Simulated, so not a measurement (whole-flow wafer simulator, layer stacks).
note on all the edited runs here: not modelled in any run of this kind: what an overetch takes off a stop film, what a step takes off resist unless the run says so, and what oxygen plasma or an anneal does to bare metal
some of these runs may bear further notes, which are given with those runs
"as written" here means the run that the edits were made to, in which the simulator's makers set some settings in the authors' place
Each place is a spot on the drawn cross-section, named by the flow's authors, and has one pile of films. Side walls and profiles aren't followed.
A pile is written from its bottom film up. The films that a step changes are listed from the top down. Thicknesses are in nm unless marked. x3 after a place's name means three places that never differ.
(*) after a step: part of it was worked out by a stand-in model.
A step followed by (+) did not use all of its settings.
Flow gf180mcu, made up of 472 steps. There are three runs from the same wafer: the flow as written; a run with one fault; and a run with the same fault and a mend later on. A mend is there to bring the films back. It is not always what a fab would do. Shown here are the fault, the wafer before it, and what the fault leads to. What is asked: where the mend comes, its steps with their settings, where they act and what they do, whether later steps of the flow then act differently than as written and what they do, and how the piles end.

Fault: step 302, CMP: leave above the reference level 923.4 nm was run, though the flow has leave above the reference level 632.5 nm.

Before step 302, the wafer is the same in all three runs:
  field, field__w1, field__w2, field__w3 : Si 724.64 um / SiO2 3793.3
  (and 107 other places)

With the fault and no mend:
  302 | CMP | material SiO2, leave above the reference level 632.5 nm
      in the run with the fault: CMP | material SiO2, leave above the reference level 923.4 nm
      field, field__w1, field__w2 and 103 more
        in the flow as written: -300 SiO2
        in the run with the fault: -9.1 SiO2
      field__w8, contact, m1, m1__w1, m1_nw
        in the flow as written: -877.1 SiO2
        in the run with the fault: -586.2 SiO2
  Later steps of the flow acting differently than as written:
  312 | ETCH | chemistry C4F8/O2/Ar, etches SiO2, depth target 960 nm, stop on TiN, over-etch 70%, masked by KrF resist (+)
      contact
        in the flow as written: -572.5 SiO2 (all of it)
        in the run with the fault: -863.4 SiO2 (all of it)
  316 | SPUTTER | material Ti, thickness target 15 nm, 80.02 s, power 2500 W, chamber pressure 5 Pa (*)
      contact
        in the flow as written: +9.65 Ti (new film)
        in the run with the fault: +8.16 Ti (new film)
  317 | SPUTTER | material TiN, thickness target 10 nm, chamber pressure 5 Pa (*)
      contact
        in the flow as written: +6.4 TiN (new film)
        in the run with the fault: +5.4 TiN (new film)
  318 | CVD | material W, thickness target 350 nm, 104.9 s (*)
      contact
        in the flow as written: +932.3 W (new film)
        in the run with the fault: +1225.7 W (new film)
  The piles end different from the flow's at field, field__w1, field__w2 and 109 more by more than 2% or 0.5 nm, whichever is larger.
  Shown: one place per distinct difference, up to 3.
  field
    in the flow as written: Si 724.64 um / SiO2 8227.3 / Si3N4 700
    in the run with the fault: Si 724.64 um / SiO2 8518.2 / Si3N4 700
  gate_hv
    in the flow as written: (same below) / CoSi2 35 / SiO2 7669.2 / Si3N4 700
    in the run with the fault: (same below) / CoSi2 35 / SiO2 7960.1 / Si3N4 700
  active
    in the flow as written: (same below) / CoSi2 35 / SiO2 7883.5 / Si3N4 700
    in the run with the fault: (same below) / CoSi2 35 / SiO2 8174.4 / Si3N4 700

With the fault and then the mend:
  The mend stands after step 310.
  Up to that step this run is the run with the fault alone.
  310a | STRIP | chemistry O2/N2, power 2160 W, pressure 1700 mTorr (*)
      field, field__w1, field__w2 and 107 more
        -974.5 KrF resist (all of it), -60 anti-reflective coat (all of it)
      contact
        -60 anti-reflective coat (all of it)
  310b | CMP | material SiO2, leave above the reference level 632.5 nm (the flow's step 302 again)
      field, field__w1, field__w2 and 108 more
        -290.9 SiO2
  310c | HMDS | 120 C, 60 s (the flow's step 304 again)
      alters no film at any place that is followed
  310d | COAT | anti-reflective coat, thickness 60 nm, 182 C, 71 s (the flow's step 305 again)
      field, field__w1, field__w2 and 108 more
        +60 anti-reflective coat (new film)
  310e | COAT | KrF resist, thickness 1000 nm (the flow's step 306 again)
      field, field__w1, field__w2 and 108 more
        +1000 KrF resist (new film)
  310f | SOFTBAKE | KrF resist (the flow's step 307 again)
      alters no film at any place that is followed
  310g | EXPOSE | photomask Via2 (the flow's step 308 again)
      alters no film at any place that is followed
  310h | PEB | KrF resist, 135 C, 90 s (the flow's step 309 again)
      field, field__w1, field__w2 and 108 more
        -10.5 KrF resist
  310i | DEVELOP | KrF resist, thickness 1000 nm, 60 s (the flow's step 310 again)
      field, field__w1, field__w2 and 107 more
        -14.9 KrF resist
      contact
        -989.5 KrF resist (all of it)
  None of the later steps of the flow acts differently than as written at any place that is followed.
  By the end, the piles equal the flow's at every place that both follow.
